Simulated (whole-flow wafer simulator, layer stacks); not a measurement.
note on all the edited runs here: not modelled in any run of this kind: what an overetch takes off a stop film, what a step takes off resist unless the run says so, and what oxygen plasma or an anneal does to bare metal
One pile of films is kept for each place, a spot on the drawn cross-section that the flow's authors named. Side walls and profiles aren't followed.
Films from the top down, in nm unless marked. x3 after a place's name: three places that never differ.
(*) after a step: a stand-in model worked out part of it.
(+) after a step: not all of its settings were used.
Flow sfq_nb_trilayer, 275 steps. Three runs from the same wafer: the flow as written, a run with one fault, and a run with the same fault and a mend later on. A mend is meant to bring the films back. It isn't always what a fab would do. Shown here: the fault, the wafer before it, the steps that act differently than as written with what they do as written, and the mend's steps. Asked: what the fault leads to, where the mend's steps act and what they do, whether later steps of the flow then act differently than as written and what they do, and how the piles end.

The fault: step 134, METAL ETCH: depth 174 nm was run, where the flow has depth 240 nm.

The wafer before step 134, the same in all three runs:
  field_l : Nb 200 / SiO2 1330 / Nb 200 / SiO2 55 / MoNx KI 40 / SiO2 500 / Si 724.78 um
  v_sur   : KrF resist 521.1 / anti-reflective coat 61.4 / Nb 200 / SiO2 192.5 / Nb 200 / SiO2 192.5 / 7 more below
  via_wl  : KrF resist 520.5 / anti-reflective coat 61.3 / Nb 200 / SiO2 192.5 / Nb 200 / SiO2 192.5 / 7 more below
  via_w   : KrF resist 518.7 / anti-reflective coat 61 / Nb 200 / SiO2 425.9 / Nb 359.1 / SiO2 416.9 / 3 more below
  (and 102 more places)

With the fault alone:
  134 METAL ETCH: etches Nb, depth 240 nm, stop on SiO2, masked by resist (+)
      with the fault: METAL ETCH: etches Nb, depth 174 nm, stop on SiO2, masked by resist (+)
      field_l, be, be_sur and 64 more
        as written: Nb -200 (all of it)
        with the fault: Nb -174
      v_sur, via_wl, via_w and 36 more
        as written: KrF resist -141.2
        with the fault: KrF resist -102.4
  Later steps of the flow that act differently than as written:
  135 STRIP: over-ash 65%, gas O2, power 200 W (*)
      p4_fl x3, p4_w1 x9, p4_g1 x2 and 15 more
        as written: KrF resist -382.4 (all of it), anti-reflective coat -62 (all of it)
        with the fault: KrF resist -421.2 (all of it), anti-reflective coat -62 (all of it)
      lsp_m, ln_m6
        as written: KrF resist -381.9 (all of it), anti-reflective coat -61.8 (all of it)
        with the fault: KrF resist -420.8 (all of it), anti-reflective coat -61.8 (all of it)
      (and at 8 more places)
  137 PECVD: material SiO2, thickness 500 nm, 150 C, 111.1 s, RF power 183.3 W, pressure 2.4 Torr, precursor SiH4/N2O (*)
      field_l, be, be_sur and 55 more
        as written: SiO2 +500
        with the fault: SiO2 +500 (new film)
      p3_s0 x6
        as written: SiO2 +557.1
        with the fault: SiO2 +531.1 (new film)
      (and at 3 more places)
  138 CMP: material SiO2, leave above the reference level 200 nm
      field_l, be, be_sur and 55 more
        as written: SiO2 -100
        with the fault: SiO2 -126
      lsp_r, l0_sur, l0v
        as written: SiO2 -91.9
        with the fault: SiO2 -119
  At the end the piles differ from the flow's by more than 2% or 0.5 nm, whichever is larger, at field_l, be, be_sur and 64 more.
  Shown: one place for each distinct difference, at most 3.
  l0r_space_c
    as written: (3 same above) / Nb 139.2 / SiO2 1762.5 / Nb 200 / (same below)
    with the fault: (3 same above) / Nb 139.2 / SiO2 366.5 / Nb 26 / SiO2 1370 / Nb 200 / (same below)
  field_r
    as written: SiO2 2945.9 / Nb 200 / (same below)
    with the fault: SiO2 1549.9 / Nb 26 / SiO2 1370 / Nb 200 / (same below)
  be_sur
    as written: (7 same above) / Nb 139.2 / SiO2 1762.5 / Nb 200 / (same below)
    with the fault: (7 same above) / Nb 139.2 / SiO2 366.5 / Nb 26 / SiO2 1370 / Nb 200 / (same below)

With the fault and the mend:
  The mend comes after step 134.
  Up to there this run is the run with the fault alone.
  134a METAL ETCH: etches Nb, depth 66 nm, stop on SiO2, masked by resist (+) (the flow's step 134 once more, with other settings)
      field_l, be, be_sur and 64 more
        Nb -26 (all of it)
      v_sur, via_wl, via_w and 36 more
        KrF resist -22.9
  Later steps of the flow that act differently than as written:
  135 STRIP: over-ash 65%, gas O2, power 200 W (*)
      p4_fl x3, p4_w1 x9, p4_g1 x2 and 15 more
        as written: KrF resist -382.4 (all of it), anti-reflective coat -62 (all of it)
        with the mend: KrF resist -398.3 (all of it), anti-reflective coat -62 (all of it)
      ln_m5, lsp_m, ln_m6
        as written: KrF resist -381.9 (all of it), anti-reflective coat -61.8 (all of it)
        with the mend: KrF resist -397.8 (all of it), anti-reflective coat -61.8 (all of it)
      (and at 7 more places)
  At the end the piles are the same as the flow's at every place that both follow.
